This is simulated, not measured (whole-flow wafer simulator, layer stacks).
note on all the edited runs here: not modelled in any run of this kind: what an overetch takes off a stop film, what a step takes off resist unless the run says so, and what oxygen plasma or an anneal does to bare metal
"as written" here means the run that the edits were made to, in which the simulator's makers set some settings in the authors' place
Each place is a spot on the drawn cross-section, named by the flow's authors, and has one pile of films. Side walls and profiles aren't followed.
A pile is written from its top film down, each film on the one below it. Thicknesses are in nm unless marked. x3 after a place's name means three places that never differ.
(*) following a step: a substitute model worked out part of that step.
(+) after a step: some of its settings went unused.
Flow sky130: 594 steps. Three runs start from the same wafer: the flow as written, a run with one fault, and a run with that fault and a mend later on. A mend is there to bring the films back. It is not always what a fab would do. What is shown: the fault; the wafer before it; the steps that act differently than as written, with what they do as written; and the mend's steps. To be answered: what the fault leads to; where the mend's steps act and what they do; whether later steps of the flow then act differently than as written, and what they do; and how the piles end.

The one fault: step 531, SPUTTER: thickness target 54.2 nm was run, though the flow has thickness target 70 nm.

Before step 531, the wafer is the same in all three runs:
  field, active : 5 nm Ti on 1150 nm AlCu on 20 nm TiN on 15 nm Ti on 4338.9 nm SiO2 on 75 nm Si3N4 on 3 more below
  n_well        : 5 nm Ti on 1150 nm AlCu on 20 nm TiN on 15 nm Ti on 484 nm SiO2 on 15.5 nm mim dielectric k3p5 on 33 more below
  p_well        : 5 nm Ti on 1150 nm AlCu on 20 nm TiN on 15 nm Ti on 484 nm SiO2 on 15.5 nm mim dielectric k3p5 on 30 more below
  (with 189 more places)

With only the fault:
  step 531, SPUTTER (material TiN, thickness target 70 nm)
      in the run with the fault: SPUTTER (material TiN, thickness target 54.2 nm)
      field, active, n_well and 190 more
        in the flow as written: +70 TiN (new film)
        in the run with the fault: +54.2 TiN (new film)
  Steps later in the flow that act otherwise than as written (18 more steps, not shown, differ only slightly: by at most 2% or 0.5 nm, whichever is larger):
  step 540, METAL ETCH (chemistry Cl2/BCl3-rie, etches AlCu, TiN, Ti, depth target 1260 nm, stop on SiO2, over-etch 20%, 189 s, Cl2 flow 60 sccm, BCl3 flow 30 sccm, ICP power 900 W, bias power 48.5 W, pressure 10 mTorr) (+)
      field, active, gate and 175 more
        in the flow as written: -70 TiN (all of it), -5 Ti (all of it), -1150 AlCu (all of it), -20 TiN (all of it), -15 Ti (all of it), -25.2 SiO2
        in the run with the fault: -54.2 TiN (all of it), -5 Ti (all of it), -1150 AlCu (all of it), -20 TiN (all of it), -15 Ti (all of it), -26.8 SiO2
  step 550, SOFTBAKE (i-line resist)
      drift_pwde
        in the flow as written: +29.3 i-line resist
        in the run with the fault: +28.7 i-line resist
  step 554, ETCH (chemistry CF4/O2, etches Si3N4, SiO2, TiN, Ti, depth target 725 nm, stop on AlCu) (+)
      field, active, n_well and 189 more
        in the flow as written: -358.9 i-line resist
        in the run with the fault: -343.1 i-line resist
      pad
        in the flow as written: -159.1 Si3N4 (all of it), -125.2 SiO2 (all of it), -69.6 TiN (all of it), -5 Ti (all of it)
        in the run with the fault: -159.1 Si3N4 (all of it), -125.2 SiO2 (all of it), -53.8 TiN (all of it), -5 Ti (all of it)
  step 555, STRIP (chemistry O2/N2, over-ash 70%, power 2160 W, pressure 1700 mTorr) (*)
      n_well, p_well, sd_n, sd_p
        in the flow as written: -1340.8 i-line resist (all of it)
        in the run with the fault: -1370.5 i-line resist (all of it)
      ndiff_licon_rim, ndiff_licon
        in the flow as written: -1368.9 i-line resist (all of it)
        in the run with the fault: -1398.2 i-line resist (all of it)
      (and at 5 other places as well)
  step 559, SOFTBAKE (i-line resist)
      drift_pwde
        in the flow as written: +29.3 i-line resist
        in the run with the fault: +28.7 i-line resist
  At n_well, p_well, sd_n and 11 more, the piles at the end differ from the flow's by more than 2% or 0.5 nm, whichever is larger.
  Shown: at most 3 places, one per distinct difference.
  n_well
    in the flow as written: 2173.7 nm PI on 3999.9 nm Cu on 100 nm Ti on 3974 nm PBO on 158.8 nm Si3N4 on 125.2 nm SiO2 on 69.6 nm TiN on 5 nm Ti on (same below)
    in the run with the fault: 2175.5 nm PI on 3999.9 nm Cu on 100 nm Ti on 3985.4 nm PBO on 158.8 nm Si3N4 on 125.2 nm SiO2 on 53.8 nm TiN on 5 nm Ti on (same below)
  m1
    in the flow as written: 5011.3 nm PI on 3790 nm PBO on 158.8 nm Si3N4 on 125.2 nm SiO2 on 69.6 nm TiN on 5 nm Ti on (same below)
    in the run with the fault: 5012.1 nm PI on 3803.1 nm PBO on 158.8 nm Si3N4 on 125.2 nm SiO2 on 53.8 nm TiN on 5 nm Ti on (same below)
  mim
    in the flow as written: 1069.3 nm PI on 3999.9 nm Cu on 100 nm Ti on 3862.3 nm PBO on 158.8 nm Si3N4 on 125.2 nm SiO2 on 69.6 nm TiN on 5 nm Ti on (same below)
    in the run with the fault: 1070.7 nm PI on 3999.9 nm Cu on 100 nm Ti on 3874.5 nm PBO on 158.8 nm Si3N4 on 125.2 nm SiO2 on 53.8 nm TiN on 5 nm Ti on (same below)

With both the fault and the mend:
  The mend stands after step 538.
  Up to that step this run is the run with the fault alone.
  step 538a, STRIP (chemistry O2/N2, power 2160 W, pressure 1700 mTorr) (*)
      n_well, p_well, sd_n and 9 more
        -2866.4 resist (all of it)
      m1, via4_hole
        -2868.5 resist (all of it)
      via4_enc
        -2866.3 resist (all of it)
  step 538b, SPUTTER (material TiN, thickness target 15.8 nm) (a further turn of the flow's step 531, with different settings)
      field, active, n_well and 190 more
        +15.8 TiN
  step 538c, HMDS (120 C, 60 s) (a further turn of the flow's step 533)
      does not change any film at any place that is followed
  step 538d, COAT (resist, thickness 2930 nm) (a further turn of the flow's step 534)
      n_well, p_well, gate_hv and 172 more
        +2930 resist (new film)
      field, active, gate and 13 more
        +2929.9 resist (new film)
      m1, via4_hole
        +2932.1 resist (new film)
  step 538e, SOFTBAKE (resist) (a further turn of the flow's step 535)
      field, active, gate, spacer, m1, sonos_cell, sonos_guard, sonos_guard_hv
        +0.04 resist
      nwell_res
        +0.03 resist
      pplus_nw
        +0.02 resist
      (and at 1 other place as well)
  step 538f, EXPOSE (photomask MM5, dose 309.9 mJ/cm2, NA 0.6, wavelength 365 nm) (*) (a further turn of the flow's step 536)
      does not change any film at any place that is followed
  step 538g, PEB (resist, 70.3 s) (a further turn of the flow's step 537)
      field, active, n_well and 188 more
        -63.6 resist
      m1, via4_hole
        -63.7 resist
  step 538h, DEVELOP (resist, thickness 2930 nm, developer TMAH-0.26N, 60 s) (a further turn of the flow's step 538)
      field, active, gate and 168 more
        -2866.4 resist (all of it)
      via1_hole, via1_enc, via2_hole, via2_enc, via3_hole, via3_enc, via_li1
        -2866.3 resist (all of it)
  Every later step of the flow that is run acts as written at every place that is followed.
  By the end, the piles equal the flow's at every place that both follow.
